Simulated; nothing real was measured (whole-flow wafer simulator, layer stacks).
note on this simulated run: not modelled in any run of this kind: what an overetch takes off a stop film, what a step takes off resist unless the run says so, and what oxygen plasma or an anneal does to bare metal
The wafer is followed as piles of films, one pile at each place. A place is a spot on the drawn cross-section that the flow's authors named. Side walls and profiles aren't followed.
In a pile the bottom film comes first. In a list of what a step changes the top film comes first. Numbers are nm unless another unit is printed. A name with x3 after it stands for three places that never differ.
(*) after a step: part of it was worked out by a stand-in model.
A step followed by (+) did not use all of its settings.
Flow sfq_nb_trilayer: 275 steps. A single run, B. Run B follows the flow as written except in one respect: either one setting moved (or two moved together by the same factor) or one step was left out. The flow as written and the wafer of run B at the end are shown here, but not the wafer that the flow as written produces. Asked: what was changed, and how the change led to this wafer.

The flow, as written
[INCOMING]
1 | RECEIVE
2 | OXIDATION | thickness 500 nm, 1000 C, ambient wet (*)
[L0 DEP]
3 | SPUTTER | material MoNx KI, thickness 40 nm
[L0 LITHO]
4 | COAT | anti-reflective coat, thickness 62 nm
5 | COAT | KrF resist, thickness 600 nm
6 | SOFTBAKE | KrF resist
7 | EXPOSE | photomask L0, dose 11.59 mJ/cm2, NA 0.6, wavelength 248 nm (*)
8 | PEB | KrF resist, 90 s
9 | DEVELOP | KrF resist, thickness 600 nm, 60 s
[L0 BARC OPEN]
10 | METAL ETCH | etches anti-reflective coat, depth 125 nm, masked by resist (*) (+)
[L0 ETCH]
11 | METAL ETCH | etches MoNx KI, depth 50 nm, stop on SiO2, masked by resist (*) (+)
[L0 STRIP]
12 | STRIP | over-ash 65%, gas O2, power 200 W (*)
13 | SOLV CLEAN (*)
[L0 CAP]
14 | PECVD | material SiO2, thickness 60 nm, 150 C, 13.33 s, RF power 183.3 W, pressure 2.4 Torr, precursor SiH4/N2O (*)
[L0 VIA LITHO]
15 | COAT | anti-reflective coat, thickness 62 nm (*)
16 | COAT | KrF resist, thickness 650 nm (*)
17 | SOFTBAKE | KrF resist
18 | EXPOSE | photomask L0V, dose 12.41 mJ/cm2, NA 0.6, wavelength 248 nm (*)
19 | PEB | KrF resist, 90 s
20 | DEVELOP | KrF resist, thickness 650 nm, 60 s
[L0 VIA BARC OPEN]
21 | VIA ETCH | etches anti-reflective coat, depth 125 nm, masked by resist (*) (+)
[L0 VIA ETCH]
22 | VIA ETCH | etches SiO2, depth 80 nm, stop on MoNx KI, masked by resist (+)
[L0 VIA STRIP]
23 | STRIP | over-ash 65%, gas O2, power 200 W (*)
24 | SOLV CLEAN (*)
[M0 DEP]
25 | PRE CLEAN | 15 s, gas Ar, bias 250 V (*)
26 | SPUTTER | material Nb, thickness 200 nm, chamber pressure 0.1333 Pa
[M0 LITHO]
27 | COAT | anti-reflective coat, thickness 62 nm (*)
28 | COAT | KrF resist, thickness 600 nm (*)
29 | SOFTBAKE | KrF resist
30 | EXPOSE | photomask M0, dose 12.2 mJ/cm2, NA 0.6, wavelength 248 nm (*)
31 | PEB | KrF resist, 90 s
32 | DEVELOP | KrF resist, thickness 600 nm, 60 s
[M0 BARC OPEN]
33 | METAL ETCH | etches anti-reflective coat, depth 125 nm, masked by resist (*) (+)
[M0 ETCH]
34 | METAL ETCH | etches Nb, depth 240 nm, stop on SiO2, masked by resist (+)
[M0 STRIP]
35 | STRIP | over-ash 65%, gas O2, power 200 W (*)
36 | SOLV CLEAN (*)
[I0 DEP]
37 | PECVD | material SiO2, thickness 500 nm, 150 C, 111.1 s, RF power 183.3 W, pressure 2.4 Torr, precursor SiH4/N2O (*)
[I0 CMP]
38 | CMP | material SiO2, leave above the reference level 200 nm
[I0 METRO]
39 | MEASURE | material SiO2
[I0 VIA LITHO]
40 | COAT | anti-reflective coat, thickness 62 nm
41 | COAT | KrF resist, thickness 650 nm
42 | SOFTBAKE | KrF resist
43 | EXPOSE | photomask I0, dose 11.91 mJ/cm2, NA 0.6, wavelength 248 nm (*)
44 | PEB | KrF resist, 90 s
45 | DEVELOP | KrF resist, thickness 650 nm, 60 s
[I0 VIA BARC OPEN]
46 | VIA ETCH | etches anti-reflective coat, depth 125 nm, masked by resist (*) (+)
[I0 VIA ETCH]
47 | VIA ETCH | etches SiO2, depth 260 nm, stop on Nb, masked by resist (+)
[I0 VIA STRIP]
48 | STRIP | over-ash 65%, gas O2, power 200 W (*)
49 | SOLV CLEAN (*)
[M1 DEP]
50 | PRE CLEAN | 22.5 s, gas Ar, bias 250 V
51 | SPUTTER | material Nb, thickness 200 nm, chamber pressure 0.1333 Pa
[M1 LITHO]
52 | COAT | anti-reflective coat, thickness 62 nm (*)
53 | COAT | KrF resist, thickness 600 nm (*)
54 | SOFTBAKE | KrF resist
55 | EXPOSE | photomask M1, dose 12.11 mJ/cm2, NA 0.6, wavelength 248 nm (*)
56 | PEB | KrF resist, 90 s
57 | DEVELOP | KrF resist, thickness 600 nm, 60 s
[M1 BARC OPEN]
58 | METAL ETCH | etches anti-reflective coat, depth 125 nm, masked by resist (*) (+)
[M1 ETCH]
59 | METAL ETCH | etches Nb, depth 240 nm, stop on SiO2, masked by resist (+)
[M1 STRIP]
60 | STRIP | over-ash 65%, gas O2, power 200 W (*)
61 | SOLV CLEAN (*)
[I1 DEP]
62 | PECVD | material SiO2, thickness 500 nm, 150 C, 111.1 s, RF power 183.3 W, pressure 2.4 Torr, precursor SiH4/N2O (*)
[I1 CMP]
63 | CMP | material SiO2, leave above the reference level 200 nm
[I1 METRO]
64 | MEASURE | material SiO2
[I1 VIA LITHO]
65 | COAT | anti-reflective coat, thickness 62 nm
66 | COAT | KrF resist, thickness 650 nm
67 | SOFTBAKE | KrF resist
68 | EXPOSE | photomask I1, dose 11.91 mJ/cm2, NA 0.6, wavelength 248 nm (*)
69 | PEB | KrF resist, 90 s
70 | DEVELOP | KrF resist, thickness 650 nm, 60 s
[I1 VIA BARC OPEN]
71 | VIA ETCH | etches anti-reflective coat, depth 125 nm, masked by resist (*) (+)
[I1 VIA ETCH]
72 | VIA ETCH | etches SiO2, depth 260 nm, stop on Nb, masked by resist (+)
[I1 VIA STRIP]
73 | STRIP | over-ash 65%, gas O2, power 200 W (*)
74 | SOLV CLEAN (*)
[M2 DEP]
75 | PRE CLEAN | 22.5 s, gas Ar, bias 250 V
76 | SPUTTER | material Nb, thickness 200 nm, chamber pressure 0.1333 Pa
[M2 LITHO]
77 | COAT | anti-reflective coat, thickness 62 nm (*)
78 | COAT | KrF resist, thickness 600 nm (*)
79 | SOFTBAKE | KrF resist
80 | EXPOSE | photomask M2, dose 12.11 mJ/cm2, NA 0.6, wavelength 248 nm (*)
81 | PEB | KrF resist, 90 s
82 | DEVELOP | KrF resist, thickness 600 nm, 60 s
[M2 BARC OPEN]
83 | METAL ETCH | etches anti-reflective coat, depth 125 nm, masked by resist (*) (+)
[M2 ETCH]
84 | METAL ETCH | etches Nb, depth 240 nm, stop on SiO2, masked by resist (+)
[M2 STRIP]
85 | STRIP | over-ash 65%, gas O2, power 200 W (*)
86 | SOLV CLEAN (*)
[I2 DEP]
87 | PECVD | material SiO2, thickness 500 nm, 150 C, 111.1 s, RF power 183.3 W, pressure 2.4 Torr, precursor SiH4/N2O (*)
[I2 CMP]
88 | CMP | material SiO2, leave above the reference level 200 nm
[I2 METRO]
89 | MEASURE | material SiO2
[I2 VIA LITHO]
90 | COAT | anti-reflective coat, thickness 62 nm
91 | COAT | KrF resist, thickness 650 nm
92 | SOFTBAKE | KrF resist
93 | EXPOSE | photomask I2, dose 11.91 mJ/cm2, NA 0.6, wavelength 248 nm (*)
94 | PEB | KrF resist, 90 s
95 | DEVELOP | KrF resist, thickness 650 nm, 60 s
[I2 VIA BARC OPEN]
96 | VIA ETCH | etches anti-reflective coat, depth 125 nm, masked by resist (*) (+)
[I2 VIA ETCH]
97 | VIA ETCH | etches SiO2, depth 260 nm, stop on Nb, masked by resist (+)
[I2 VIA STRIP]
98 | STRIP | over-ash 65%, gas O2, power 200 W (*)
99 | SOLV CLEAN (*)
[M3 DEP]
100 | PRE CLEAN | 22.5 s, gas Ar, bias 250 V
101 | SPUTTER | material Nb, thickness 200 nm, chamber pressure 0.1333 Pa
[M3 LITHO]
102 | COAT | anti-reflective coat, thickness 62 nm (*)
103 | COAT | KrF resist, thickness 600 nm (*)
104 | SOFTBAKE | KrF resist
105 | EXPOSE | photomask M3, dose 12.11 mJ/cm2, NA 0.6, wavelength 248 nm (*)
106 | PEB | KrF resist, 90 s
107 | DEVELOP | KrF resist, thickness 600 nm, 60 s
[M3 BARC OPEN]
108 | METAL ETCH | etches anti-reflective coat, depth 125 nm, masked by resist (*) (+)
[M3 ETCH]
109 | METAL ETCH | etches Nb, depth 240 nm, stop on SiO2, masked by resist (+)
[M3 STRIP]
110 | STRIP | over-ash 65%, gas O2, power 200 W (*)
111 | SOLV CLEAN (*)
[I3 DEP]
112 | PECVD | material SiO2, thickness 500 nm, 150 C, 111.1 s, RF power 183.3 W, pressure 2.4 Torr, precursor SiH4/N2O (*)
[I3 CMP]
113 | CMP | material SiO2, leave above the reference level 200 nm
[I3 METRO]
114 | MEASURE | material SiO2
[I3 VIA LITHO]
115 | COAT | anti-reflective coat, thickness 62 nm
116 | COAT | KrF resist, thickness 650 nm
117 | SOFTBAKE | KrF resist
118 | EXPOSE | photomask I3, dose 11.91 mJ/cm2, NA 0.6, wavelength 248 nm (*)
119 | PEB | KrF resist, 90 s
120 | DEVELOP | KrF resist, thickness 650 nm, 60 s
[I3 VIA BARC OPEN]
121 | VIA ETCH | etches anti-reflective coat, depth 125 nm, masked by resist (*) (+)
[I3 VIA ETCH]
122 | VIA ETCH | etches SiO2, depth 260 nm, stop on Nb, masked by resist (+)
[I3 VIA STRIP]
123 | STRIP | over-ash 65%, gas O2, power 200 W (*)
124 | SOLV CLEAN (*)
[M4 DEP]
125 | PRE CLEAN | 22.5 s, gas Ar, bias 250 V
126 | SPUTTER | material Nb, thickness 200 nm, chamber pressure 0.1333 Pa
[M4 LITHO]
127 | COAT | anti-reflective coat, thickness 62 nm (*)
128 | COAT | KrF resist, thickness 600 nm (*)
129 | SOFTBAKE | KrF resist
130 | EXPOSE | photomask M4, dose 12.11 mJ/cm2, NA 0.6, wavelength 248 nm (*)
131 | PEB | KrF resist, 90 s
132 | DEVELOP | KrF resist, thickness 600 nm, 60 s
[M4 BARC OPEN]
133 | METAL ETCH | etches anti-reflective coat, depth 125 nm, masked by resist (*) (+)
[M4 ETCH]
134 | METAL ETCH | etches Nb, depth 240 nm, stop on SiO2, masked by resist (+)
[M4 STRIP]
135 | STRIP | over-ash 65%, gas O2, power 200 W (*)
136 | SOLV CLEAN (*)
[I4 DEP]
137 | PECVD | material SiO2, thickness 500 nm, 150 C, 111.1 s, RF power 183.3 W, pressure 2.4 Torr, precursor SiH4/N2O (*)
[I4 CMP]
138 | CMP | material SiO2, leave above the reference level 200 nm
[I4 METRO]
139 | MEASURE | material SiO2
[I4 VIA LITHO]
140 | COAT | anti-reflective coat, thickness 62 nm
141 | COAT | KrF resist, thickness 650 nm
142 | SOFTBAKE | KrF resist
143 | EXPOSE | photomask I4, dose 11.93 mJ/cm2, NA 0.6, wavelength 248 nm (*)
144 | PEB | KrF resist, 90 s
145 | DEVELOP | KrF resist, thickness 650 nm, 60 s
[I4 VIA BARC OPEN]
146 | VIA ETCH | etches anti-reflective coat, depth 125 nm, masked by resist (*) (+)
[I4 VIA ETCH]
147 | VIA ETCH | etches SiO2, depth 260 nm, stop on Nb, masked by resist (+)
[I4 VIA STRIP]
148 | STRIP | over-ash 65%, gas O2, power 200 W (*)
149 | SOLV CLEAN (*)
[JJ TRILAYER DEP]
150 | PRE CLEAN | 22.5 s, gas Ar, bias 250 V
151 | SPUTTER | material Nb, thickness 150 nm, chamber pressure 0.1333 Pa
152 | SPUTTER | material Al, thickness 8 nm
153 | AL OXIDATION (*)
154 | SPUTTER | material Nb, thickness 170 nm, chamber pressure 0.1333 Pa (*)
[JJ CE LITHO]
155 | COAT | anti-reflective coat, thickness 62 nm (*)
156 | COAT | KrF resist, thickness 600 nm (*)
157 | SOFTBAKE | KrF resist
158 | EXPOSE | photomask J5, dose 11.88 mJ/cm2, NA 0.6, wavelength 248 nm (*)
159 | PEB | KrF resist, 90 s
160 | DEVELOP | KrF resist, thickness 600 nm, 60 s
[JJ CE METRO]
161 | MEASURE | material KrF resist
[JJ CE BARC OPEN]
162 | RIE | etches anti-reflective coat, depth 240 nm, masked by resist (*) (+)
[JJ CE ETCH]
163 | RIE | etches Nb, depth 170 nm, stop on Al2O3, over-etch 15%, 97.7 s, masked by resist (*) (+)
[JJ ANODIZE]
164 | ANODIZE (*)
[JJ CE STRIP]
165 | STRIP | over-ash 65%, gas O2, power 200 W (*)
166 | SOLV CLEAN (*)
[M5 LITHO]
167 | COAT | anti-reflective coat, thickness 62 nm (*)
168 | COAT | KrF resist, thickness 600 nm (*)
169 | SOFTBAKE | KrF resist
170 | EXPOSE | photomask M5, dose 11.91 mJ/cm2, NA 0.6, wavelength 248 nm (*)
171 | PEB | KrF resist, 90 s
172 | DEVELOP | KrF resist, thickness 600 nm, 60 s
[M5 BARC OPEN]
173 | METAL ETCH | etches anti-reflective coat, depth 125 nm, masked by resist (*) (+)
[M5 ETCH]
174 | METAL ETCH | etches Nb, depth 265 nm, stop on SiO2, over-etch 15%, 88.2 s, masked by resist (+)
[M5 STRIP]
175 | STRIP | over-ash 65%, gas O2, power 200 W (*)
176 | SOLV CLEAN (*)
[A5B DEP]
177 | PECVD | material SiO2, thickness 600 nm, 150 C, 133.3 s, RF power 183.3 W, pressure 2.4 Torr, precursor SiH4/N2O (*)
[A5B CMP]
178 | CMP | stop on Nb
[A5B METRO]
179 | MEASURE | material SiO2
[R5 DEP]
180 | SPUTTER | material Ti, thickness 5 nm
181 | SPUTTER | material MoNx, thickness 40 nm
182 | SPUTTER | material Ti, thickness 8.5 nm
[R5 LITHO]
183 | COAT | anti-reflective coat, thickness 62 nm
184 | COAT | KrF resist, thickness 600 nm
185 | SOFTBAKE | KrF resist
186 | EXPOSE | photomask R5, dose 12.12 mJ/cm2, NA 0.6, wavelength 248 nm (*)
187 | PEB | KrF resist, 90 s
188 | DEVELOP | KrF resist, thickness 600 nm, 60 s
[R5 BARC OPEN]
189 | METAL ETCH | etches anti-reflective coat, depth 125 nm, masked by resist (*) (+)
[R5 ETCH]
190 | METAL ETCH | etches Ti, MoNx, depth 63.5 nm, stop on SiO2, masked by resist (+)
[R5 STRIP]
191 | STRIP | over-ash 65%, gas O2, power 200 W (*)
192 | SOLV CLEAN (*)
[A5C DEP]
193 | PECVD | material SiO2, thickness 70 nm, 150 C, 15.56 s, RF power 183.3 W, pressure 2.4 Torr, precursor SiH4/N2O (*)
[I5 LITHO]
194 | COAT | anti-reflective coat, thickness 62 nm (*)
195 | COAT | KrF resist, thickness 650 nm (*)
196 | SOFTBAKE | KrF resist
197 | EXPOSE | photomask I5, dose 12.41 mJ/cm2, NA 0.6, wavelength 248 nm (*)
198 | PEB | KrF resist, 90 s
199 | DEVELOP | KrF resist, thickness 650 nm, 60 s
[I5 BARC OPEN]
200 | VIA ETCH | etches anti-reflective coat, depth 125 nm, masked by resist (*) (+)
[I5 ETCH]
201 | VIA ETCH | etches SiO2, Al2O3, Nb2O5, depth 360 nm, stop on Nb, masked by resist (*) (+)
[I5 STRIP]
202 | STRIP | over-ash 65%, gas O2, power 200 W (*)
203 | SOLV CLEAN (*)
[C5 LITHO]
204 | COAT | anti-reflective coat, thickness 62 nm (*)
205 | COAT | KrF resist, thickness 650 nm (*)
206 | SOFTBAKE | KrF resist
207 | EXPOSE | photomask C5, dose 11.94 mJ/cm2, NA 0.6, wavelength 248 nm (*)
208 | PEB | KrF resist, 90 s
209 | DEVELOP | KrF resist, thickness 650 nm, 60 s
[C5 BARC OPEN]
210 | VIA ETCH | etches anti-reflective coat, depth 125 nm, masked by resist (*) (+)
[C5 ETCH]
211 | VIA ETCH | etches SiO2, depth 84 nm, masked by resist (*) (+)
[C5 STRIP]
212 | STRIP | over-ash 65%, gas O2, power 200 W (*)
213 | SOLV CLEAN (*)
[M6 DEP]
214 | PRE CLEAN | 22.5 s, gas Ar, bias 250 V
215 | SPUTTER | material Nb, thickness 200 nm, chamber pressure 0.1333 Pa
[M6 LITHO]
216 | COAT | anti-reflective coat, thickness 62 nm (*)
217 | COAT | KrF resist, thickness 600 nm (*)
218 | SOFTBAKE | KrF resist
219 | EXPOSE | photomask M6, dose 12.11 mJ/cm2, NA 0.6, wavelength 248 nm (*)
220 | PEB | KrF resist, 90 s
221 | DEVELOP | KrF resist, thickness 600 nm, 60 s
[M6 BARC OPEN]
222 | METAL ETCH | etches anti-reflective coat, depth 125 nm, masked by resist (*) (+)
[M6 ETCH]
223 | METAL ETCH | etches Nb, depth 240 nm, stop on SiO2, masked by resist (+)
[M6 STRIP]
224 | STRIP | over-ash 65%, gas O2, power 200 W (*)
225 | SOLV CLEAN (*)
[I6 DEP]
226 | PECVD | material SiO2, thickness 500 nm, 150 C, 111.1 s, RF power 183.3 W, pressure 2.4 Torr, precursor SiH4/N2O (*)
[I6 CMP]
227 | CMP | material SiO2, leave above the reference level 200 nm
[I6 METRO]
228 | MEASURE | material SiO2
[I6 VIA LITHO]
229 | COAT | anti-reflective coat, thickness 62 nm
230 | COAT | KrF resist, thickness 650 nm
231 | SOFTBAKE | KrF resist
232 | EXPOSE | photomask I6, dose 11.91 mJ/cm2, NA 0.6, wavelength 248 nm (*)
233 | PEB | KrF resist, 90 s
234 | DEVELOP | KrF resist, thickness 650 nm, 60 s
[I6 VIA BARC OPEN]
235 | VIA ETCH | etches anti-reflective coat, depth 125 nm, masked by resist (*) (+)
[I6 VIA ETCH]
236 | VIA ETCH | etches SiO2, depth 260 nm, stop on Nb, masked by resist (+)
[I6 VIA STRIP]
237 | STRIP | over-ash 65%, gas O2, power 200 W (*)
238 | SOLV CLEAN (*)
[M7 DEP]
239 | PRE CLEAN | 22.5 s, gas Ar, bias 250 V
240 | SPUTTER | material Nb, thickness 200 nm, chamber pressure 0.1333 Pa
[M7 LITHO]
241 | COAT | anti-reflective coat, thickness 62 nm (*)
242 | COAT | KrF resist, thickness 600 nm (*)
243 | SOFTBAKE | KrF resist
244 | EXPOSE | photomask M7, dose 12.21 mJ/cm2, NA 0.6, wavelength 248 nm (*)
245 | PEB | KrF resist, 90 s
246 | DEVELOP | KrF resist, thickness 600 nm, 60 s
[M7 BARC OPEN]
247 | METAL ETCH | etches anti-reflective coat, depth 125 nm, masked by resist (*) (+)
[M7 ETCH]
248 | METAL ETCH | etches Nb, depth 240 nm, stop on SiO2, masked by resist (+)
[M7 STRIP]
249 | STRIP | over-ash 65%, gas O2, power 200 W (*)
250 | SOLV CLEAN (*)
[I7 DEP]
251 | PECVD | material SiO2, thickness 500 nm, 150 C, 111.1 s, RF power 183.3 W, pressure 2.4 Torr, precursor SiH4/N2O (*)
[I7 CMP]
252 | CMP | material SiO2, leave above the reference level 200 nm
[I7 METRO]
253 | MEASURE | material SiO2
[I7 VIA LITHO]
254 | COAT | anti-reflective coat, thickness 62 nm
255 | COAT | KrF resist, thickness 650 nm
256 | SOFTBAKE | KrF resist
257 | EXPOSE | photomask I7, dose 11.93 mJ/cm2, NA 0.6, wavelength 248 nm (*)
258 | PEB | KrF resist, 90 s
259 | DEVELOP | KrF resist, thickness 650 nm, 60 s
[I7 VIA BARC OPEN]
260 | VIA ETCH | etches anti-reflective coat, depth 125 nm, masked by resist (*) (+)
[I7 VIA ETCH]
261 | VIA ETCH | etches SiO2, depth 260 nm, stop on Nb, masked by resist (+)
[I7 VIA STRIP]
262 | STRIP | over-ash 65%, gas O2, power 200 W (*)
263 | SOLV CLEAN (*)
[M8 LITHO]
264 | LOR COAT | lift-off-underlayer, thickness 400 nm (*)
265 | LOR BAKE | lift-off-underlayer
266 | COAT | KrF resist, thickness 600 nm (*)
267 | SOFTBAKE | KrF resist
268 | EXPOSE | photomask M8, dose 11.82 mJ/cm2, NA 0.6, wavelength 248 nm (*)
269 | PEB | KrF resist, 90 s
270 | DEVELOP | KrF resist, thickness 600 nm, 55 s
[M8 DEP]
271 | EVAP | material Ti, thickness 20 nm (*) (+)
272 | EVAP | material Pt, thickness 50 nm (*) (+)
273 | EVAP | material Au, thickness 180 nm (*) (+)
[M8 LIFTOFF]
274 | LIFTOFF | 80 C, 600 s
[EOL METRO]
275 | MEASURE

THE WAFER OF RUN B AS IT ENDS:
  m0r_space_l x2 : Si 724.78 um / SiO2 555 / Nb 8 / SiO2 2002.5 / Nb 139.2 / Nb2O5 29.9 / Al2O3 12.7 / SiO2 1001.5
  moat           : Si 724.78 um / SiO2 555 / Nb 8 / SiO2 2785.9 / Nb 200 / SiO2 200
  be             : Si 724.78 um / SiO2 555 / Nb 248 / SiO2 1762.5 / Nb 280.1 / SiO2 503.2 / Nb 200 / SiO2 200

The reason: step 26, SPUTTER: thickness 248 nm was run, though the flow has thickness 200 nm.
The wafer itself shows it: be has Nb 248, and step 26 as written asks for 200 nm.

The path from the change to this, step by step:
  26 | SPUTTER | material Nb, thickness 200 nm, chamber pressure 0.1333 Pa
      field_l, v_sur, via_wl and 102 more: +248 Nb (new film) (in the flow as written it would be: +200 Nb (new film))
      l0v: +243.8 Nb (new film) (in the flow as written it would be: +195.7 Nb (new film))
  34 | METAL ETCH | etches Nb, depth 240 nm, stop on SiO2, masked by resist (+)
      moat, m0r_space_l x2: -240 Nb (in the flow as written it would be: -200 Nb (all of it))
  37 | PECVD | material SiO2, thickness 500 nm, 150 C, 111.1 s, RF power 183.3 W, pressure 2.4 Torr, precursor SiH4/N2O (*)
      moat, m0r_space_l x2: +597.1 SiO2 (new film) (in the flow as written it would be: +557.1 SiO2)
If metal films that touch count as one body, m0r_space_l x2 has 2 bodies (between them, from the top down: SiO2 2002.5); the flow as written gives 1 body.
If metal films that touch count as one body, moat has 2 bodies (between them, from the top down: SiO2 2785.9); the flow as written gives 1 body.
